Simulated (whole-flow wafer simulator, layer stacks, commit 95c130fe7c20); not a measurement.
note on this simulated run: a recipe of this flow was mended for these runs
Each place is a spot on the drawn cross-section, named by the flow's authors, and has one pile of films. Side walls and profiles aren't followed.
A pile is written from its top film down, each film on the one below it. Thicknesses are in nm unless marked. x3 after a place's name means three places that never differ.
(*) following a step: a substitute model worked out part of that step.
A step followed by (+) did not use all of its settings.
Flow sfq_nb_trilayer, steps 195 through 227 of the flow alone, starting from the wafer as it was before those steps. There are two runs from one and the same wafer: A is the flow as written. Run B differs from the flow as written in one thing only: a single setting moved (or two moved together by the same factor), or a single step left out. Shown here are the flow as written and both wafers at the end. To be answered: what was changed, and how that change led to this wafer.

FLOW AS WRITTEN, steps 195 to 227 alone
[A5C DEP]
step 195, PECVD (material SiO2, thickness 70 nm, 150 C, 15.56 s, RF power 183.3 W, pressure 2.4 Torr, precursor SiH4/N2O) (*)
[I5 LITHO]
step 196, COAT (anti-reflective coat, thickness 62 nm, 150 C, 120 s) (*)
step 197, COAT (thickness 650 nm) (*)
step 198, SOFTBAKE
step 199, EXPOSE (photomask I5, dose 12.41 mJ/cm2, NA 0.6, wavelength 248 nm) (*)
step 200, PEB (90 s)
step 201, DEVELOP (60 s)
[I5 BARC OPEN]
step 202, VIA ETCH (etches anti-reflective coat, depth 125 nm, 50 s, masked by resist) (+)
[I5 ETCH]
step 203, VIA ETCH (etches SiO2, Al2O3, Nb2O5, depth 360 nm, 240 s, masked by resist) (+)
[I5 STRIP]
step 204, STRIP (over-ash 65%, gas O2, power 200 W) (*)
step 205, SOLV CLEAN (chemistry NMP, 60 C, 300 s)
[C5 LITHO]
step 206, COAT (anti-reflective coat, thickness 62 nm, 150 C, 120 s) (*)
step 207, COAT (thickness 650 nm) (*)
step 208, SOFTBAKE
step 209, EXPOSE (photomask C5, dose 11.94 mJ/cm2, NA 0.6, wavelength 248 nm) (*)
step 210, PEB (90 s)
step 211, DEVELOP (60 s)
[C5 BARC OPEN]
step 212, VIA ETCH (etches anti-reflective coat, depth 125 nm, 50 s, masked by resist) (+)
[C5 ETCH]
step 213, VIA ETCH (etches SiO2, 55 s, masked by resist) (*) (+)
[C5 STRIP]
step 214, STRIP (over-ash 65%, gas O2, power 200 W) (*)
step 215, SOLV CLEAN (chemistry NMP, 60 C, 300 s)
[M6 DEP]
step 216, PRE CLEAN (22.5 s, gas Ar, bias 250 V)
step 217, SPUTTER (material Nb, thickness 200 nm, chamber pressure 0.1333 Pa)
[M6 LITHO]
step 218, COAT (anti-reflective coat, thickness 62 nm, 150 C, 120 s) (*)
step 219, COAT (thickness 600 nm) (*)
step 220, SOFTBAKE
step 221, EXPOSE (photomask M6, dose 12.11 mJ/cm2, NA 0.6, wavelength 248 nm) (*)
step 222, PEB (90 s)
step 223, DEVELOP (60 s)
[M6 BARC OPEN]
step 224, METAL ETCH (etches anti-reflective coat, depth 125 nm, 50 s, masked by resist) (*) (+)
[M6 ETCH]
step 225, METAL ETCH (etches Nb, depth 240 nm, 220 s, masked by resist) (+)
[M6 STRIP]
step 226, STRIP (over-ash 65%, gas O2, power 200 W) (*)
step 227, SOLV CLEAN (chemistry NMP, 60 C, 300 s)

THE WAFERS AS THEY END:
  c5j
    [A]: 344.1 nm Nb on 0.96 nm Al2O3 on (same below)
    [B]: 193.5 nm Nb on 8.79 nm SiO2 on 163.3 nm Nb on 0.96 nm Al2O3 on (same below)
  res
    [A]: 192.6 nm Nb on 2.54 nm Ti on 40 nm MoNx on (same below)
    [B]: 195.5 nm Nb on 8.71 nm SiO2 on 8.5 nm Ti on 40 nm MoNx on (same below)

The reason: step 213, VIA ETCH: 35 s was run, though the flow has 55 s.

Step by step, how the change led to this:
  step 213, VIA ETCH (etches SiO2, 55 s, masked by resist) (*) (+)
      c5j: A -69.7 SiO2 (all of it), -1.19 Nb | B -53.5 SiO2
      res: A -69.7 SiO2 (all of it), -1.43 Ti | B -53.5 SiO2
      (as well as at 104 more places)
  step 216, PRE CLEAN (22.5 s, gas Ar, bias 250 V)
      c5j: A -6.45 Nb | B -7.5 SiO2
      res: A -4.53 Ti | B -7.5 SiO2
  step 217, SPUTTER (material Nb, thickness 200 nm, chamber pressure 0.1333 Pa)
      c5j: A +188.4 Nb | B +193.5 Nb (new film)
  step 218, COAT (anti-reflective coat, thickness 62 nm, 150 C, 120 s) (*)
      jj_sur: A +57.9 anti-reflective coat (new film) | B +60.2 anti-reflective coat (new film)
      ce_l: A +56.7 anti-reflective coat (new film) | B +60.9 anti-reflective coat (new film)
      (as well as at 6 more places)
  step 226, STRIP (over-ash 65%, gas O2, power 200 W) (*)
      jj_sur: A -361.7 KrF-resist-other-grade (all of it), -57.9 anti-reflective coat (all of it) | B -360.8 KrF-resist-other-grade (all of it), -60.2 anti-reflective coat (all of it)
      ce_l: A -369.7 KrF-resist-other-grade (all of it), -56.7 anti-reflective coat (all of it) | B -367.2 KrF-resist-other-grade (all of it), -60.9 anti-reflective coat (all of it)
      (as well as at 6 more places)
With metal films that touch counted as one body, c5j has 4 bodies (between them, from the top down: SiO2 8.79; Al2O3 0.96; SiO2 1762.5); the flow as written gives 3 bodies (between them, from the top down: Al2O3 0.96; SiO2 1762.5).
With metal films that touch counted as one body, res has 3 bodies (between them, from the top down: SiO2 8.71; SiO2 2090.9); the flow as written gives 2 bodies (between them, from the top down: SiO2 2090.9).
